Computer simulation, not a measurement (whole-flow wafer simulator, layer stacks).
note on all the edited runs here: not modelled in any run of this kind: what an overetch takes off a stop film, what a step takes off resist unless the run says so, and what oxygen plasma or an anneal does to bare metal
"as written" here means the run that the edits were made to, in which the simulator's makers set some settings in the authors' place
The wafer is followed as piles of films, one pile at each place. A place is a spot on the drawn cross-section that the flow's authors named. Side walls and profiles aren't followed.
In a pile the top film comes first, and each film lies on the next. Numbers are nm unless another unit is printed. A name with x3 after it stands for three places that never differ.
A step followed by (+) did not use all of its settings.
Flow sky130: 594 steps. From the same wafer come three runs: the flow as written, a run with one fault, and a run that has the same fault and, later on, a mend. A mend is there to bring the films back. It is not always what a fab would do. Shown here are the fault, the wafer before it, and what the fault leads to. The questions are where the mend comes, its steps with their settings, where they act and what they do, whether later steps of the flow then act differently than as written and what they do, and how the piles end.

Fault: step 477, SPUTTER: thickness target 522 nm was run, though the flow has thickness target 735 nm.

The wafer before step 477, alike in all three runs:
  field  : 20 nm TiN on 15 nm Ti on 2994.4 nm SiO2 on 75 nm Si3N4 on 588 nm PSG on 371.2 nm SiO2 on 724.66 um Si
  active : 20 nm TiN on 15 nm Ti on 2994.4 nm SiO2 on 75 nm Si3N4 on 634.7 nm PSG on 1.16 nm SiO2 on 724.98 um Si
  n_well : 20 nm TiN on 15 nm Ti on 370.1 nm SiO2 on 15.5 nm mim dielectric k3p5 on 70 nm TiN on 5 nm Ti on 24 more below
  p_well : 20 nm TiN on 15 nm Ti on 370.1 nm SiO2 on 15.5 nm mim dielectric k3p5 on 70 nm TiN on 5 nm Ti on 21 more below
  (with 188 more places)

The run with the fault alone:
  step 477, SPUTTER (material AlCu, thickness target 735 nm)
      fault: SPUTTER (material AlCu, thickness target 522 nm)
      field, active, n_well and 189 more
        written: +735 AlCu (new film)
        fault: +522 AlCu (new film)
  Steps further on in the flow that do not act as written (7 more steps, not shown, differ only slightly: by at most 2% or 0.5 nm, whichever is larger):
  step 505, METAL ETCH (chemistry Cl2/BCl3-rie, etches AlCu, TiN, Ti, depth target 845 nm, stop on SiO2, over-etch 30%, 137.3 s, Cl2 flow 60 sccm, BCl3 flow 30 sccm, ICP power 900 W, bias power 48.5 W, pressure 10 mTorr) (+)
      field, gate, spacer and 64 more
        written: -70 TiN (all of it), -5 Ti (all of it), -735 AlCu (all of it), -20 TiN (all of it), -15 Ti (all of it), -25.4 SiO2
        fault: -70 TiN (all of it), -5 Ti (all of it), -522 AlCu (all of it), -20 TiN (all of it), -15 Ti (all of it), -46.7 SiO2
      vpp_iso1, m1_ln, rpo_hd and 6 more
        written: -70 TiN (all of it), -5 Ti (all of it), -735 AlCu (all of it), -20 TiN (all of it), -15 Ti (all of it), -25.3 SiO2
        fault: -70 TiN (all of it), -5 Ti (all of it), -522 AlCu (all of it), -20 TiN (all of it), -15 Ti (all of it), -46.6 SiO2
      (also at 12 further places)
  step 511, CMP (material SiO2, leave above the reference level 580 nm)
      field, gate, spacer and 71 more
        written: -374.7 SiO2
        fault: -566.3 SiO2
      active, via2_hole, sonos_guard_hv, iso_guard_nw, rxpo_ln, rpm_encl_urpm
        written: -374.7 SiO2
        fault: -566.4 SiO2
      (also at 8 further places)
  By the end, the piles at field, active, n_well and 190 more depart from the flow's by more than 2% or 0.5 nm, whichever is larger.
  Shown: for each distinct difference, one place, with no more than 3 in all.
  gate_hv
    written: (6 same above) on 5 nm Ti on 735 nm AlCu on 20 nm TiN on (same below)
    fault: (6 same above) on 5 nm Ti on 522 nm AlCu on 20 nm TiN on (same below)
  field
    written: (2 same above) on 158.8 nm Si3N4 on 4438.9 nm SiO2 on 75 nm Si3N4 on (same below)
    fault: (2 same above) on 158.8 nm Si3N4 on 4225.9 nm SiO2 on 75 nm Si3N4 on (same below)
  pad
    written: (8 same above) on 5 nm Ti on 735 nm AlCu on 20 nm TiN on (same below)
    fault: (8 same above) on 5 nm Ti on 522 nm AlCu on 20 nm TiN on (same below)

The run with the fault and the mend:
  The mend stands after step 477.
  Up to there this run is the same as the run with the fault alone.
  step 477a, SPUTTER (material AlCu, thickness target 213 nm) (the flow's step 477, run once more with other settings)
      field, active, n_well and 189 more
        +213 AlCu
  None of the later steps of the flow acts differently than as written at any place that is followed.
  By the end, the piles equal the flow's at every place that both follow.
